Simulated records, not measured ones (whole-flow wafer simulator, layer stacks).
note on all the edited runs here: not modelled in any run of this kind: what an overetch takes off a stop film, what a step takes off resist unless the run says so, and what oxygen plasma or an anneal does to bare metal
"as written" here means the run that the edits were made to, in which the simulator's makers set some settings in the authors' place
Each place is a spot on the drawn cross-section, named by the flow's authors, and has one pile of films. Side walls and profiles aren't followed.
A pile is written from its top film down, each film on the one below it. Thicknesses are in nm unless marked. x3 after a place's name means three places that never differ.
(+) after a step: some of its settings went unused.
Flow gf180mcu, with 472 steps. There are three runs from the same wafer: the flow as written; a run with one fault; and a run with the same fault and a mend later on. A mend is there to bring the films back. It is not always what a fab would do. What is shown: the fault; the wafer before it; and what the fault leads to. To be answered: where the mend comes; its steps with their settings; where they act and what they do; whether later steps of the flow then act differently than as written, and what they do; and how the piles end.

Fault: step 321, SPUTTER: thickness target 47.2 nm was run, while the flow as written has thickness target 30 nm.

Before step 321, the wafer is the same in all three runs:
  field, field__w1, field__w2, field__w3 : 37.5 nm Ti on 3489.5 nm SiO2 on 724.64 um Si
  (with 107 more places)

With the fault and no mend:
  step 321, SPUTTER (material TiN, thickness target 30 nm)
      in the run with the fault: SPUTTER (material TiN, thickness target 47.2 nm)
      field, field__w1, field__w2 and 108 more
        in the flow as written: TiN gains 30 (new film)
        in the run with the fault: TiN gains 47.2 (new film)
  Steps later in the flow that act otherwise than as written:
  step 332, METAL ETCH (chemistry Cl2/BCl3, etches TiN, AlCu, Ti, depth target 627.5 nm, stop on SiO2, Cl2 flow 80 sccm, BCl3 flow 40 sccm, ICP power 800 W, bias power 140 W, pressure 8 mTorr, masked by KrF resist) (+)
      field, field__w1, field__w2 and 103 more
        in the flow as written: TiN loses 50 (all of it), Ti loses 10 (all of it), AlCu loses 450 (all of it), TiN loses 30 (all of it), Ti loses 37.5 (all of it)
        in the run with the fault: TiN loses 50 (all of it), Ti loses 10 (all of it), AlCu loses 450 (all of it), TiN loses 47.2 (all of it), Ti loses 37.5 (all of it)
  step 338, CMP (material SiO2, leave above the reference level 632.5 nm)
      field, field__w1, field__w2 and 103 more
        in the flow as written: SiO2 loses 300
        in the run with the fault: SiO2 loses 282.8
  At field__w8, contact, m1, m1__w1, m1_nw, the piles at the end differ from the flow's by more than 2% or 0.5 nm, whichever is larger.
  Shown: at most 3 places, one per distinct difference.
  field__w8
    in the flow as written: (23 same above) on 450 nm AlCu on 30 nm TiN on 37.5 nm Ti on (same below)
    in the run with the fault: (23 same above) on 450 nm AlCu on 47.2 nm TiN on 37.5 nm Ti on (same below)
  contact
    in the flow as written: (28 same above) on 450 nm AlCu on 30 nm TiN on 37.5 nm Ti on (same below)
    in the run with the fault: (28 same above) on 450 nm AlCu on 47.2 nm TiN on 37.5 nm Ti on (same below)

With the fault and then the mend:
  After step 321 comes the mend.
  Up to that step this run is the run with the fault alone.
  step 321a, METAL ETCH (chemistry Cl2/BCl3, etches TiN, AlCu, Ti, depth target 17.2 nm, Cl2 flow 80 sccm, BCl3 flow 40 sccm, ICP power 800 W, bias power 140 W, pressure 8 mTorr) (the flow's step 260, run once more with other settings)
      field, field__w1, field__w2 and 108 more
        TiN loses 17.2
  Later steps of the flow that are run all act as written at every place that is followed.
  By the end, the piles equal the flow's at every place that both follow.
